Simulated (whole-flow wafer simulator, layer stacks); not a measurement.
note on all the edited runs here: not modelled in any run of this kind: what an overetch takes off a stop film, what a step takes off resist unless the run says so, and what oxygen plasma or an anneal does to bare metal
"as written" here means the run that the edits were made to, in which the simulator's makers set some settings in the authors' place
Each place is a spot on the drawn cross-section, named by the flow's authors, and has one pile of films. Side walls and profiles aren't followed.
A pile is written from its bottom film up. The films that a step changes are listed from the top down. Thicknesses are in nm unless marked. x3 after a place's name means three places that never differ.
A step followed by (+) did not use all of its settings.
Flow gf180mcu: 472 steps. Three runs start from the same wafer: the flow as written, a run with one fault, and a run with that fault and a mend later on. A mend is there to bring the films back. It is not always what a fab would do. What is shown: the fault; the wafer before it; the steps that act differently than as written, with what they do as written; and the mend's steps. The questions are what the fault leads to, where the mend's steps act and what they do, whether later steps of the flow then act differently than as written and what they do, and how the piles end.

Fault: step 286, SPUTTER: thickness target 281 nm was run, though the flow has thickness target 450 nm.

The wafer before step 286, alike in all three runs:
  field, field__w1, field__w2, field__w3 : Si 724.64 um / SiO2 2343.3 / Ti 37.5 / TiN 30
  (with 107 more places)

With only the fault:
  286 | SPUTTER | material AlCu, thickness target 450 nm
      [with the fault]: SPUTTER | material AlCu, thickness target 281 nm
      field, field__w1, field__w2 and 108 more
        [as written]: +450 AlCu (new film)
        [with the fault]: +281 AlCu (new film)
  Steps further on in the flow that do not act as written (1 more step, not shown, differs only slightly: by at most 2% or 0.5 nm, whichever is larger):
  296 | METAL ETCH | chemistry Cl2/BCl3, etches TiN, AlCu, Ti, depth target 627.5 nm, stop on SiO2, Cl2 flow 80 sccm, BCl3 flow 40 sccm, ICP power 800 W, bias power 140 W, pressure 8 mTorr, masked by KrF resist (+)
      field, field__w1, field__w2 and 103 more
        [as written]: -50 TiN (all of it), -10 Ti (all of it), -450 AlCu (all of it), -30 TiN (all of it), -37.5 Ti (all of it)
        [with the fault]: -50 TiN (all of it), -10 Ti (all of it), -281 AlCu (all of it), -30 TiN (all of it), -37.5 Ti (all of it)
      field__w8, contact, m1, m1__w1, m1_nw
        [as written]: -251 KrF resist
        [with the fault]: -245.1 KrF resist
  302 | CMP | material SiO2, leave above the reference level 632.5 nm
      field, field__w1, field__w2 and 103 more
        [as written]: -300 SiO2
        [with the fault]: -469 SiO2
  The piles end different from the flow's at field, field__w1, field__w2 and 109 more by more than 2% or 0.5 nm, whichever is larger.
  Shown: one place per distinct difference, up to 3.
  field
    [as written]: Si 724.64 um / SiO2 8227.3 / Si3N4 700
    [with the fault]: Si 724.64 um / SiO2 8058.3 / Si3N4 700
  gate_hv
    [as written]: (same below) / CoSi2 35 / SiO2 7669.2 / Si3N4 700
    [with the fault]: (same below) / CoSi2 35 / SiO2 7500.2 / Si3N4 700
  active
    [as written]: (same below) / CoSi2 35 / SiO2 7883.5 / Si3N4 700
    [with the fault]: (same below) / CoSi2 35 / SiO2 7714.5 / Si3N4 700

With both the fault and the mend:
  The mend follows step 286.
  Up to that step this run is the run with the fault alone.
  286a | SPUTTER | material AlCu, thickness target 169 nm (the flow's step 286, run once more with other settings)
      field, field__w1, field__w2 and 108 more
        +169 AlCu
  Later steps of the flow that are run all act as written at every place that is followed.
  By the end, the piles equal the flow's at every place that both follow.
